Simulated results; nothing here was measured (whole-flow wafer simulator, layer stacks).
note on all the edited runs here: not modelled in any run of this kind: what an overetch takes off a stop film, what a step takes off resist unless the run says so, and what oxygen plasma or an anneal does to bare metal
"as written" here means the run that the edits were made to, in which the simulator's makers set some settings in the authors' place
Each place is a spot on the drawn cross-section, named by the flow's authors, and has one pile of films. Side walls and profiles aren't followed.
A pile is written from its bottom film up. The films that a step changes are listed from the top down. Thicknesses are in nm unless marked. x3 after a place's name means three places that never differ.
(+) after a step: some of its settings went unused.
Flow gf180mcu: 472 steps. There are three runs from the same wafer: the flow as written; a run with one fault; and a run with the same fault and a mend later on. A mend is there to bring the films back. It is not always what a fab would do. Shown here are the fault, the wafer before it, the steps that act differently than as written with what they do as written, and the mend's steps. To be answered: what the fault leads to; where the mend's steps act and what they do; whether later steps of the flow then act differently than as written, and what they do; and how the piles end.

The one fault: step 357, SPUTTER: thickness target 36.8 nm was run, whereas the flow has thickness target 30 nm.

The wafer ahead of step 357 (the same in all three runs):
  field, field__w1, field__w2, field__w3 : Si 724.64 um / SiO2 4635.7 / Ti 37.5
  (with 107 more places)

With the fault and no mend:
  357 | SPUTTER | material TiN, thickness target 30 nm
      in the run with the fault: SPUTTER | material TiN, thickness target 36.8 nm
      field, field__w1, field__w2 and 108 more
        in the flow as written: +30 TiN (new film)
        in the run with the fault: +36.8 TiN (new film)
  Later steps of the flow acting differently than as written:
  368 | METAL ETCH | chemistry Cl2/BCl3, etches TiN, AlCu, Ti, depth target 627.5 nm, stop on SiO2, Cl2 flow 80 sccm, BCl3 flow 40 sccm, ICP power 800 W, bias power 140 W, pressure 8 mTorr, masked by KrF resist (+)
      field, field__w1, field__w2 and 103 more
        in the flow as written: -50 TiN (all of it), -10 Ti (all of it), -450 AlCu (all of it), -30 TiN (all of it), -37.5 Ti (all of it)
        in the run with the fault: -50 TiN (all of it), -10 Ti (all of it), -450 AlCu (all of it), -36.8 TiN (all of it), -37.5 Ti (all of it)
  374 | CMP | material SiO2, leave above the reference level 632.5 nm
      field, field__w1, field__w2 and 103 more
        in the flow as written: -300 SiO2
        in the run with the fault: -293.2 SiO2
  By the end, the piles at field__w8, contact, m1, m1__w1, m1_nw depart from the flow's by more than 2% or 0.5 nm, whichever is larger.
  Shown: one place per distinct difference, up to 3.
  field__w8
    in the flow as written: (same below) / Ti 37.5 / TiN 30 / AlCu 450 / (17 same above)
    in the run with the fault: (same below) / Ti 37.5 / TiN 36.8 / AlCu 450 / (17 same above)
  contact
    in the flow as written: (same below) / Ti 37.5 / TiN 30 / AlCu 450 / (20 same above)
    in the run with the fault: (same below) / Ti 37.5 / TiN 36.8 / AlCu 450 / (20 same above)

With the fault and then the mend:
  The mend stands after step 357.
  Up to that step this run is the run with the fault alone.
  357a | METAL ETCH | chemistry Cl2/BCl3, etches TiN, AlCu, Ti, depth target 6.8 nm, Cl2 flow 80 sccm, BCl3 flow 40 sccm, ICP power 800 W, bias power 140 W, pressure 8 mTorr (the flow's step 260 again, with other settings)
      field, field__w1, field__w2 and 108 more
        -6.8 TiN
  None of the later steps of the flow acts differently than as written at any place that is followed.
  At every place that both follow, the piles at the end match the flow's.
